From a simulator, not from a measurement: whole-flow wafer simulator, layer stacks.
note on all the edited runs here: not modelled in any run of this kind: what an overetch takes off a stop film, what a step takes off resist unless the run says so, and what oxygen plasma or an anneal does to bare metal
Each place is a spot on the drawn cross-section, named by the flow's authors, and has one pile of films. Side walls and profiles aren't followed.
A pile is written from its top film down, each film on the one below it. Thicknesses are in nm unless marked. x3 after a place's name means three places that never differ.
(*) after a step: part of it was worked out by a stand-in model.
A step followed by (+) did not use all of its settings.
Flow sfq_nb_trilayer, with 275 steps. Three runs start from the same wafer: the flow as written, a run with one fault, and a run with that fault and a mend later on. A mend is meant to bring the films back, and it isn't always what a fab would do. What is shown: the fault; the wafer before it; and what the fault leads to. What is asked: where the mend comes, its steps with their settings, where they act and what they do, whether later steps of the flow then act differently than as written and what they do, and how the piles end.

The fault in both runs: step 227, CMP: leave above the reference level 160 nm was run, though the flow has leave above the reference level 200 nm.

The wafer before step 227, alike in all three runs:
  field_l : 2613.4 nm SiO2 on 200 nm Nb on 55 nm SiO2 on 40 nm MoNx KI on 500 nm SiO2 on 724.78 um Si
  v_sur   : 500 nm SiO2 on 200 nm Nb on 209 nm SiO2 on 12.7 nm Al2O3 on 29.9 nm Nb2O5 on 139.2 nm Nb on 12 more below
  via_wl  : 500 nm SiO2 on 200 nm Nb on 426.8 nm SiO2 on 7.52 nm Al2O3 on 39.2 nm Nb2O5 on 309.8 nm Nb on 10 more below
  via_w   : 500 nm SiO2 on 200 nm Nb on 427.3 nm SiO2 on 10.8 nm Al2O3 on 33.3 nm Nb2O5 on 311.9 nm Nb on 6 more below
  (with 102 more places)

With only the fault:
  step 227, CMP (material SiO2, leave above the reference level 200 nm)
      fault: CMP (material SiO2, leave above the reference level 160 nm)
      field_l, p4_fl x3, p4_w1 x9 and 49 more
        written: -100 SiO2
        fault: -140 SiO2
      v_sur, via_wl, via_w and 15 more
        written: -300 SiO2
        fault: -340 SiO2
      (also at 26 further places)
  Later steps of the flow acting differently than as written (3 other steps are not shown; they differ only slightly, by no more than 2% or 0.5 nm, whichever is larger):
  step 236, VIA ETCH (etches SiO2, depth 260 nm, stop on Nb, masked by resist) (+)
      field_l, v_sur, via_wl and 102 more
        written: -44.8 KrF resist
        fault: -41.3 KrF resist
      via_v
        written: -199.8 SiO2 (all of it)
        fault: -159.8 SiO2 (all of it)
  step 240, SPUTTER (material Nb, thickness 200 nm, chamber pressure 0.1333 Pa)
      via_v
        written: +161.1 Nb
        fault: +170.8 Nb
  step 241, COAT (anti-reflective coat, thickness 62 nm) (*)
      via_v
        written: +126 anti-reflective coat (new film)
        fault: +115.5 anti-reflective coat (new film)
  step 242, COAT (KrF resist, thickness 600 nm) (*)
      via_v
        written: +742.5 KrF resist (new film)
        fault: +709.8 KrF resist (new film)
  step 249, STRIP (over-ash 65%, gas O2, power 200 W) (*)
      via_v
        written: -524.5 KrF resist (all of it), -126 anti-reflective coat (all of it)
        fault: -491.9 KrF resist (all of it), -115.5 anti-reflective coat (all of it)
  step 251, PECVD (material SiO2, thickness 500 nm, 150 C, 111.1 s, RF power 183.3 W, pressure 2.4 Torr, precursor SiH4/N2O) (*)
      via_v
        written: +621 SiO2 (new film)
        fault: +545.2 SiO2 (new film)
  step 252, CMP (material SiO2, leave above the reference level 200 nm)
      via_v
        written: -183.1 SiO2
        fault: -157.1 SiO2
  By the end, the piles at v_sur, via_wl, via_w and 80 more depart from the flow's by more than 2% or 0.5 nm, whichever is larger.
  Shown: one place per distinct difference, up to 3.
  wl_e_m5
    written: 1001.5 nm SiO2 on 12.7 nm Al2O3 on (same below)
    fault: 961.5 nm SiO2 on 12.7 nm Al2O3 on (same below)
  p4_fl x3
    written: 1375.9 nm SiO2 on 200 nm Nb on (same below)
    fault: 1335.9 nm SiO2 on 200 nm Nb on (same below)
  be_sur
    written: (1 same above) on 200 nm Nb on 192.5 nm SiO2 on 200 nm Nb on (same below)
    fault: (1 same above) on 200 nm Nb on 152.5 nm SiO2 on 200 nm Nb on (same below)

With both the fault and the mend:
  After step 234 comes the mend.
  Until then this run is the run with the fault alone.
  step 234a, STRIP (over-ash 65%, gas O2, power 200 W) (*)
      field_l, v_sur, via_wl and 102 more
        -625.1 KrF resist (all of it), -62 anti-reflective coat (all of it)
      via_v
        -62 anti-reflective coat (all of it)
  step 234b, PECVD (material SiO2, thickness 40 nm, 150 C, 8.889 s, RF power 183.3 W, pressure 2.4 Torr, precursor SiH4/N2O) (the flow's step 226, run once more with other settings)
      field_l, v_sur, via_wl and 103 more
        +40 SiO2
  step 234c, COAT (anti-reflective coat, thickness 62 nm) (the flow's step 229, run once more)
      field_l, v_sur, via_wl and 103 more
        +62 anti-reflective coat (new film)
  step 234d, COAT (KrF resist, thickness 650 nm) (the flow's step 230, run once more)
      field_l, v_sur, via_wl and 103 more
        +650 KrF resist (new film)
  step 234e, SOFTBAKE (KrF resist) (the flow's step 231, run once more)
      does not change any film at any place that is followed
  step 234f, EXPOSE (photomask I6, dose 11.91 mJ/cm2, NA 0.6, wavelength 248 nm) (*) (the flow's step 232, run once more)
      does not change any film at any place that is followed
  step 234g, PEB (KrF resist, 90 s) (the flow's step 233, run once more)
      field_l, v_sur, via_wl and 103 more
        -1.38 KrF resist
  step 234h, DEVELOP (KrF resist, thickness 650 nm, 60 s) (the flow's step 234, run once more)
      field_l, v_sur, via_wl and 102 more
        -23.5 KrF resist
      via_v
        -648.6 KrF resist (all of it)
  Every later step of the flow that is run acts as written at every place that is followed.
  At every place that both follow, the piles at the end match the flow's.
